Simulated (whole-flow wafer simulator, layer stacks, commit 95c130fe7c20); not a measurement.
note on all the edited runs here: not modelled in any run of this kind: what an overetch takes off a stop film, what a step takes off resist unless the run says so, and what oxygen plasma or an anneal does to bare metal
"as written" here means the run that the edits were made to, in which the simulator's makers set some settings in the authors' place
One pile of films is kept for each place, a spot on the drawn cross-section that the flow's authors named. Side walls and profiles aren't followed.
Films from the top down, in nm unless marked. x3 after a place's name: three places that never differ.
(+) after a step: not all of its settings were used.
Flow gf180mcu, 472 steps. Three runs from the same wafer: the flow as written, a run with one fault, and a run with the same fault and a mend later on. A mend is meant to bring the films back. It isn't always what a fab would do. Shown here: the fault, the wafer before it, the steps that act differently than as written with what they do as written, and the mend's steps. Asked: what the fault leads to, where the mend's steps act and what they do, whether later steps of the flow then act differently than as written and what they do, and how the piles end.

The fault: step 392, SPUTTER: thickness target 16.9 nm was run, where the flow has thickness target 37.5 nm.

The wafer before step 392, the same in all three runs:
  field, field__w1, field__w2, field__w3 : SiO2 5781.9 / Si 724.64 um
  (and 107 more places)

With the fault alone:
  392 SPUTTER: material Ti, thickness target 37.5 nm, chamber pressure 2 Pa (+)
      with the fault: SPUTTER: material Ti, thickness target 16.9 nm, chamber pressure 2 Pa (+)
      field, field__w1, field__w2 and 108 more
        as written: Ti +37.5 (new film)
        with the fault: Ti +16.9 (new film)
  Later steps of the flow that act differently than as written (1 more step differs only slightly, by at most 2% or 0.5 nm, whichever is larger, and isn't shown):
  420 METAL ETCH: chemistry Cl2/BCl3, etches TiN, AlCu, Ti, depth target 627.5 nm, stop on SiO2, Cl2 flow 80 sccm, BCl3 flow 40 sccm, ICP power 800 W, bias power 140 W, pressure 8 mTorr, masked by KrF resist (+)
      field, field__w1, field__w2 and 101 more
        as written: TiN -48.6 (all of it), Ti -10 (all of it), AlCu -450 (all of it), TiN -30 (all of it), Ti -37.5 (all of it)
        with the fault: TiN -48.6 (all of it), Ti -10 (all of it), AlCu -450 (all of it), TiN -30 (all of it), Ti -16.9 (all of it)
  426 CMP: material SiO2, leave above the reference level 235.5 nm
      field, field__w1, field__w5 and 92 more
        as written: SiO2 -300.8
        with the fault: SiO2 -321.4
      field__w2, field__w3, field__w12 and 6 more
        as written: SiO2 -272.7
        with the fault: SiO2 -294.2
  At the end the piles differ from the flow's by more than 2% or 0.5 nm, whichever is larger, at field__w4, field__w8, contact, m1, m1__w1, mim, mim_1p0, m1_nw.
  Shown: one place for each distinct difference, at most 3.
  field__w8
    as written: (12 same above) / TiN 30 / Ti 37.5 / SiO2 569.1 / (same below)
    with the fault: (12 same above) / TiN 30 / Ti 16.9 / SiO2 569.1 / (same below)
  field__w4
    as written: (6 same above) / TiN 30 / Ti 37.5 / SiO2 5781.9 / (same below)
    with the fault: (6 same above) / TiN 30 / Ti 16.9 / SiO2 5781.9 / (same below)
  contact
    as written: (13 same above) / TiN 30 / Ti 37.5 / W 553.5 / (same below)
    with the fault: (13 same above) / TiN 30 / Ti 16.9 / W 553.5 / (same below)

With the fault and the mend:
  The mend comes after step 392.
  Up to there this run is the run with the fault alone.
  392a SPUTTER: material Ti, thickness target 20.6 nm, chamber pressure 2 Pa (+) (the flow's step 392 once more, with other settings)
      field, field__w1, field__w2 and 108 more
        Ti +20.6
  No later step of the flow acts differently than as written at any place that is followed.
  At the end the piles are the same as the flow's at every place that both follow.
